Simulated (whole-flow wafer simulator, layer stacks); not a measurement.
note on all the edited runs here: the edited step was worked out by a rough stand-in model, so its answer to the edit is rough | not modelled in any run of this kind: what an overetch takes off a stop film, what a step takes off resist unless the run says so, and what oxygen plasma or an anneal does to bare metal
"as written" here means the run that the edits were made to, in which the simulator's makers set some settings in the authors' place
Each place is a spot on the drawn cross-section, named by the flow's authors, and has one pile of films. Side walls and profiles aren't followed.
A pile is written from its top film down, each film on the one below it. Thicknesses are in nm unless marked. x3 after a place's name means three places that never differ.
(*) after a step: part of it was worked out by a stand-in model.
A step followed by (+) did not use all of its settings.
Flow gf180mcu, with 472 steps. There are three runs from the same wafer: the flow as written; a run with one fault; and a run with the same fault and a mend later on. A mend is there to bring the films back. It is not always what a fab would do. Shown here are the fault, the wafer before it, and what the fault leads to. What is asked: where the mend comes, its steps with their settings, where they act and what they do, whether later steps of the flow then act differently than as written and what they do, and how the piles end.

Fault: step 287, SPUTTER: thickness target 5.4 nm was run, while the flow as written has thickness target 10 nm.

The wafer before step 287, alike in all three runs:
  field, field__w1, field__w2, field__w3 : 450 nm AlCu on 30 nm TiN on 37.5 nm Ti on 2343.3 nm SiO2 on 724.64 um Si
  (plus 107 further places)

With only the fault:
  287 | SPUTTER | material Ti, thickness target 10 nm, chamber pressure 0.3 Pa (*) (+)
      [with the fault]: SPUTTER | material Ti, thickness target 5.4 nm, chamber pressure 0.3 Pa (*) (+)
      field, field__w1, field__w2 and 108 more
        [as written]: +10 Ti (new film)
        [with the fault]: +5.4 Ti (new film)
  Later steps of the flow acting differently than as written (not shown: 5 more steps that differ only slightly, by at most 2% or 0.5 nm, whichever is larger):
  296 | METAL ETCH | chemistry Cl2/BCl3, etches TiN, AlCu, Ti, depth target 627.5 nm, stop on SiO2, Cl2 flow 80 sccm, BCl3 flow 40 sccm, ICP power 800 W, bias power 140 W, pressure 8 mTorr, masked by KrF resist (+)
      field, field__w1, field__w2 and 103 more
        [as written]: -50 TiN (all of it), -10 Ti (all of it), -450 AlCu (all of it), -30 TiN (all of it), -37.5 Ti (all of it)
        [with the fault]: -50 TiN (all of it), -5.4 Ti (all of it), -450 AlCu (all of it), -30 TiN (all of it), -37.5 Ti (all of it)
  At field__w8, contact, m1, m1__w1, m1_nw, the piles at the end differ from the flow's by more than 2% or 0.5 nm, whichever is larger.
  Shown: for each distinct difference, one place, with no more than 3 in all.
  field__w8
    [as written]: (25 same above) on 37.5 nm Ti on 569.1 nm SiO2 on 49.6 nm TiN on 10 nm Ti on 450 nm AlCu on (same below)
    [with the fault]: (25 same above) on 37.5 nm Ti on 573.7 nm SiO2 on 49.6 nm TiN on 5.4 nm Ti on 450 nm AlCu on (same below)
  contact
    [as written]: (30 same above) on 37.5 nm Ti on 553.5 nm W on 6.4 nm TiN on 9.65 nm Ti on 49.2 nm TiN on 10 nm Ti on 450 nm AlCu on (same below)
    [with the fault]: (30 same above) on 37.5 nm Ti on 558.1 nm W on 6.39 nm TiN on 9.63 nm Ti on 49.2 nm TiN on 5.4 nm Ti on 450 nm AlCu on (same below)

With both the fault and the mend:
  After step 287 comes the mend.
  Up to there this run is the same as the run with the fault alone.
  287a | SPUTTER | material Ti, thickness target 4.6 nm, chamber pressure 0.3 Pa (*) (+) (the flow's step 287 again, with other settings)
      field, field__w1, field__w2 and 108 more
        +4.6 Ti
  Later steps of the flow that are run all act as written at every place that is followed.
  At every place that both follow, the piles at the end match the flow's.
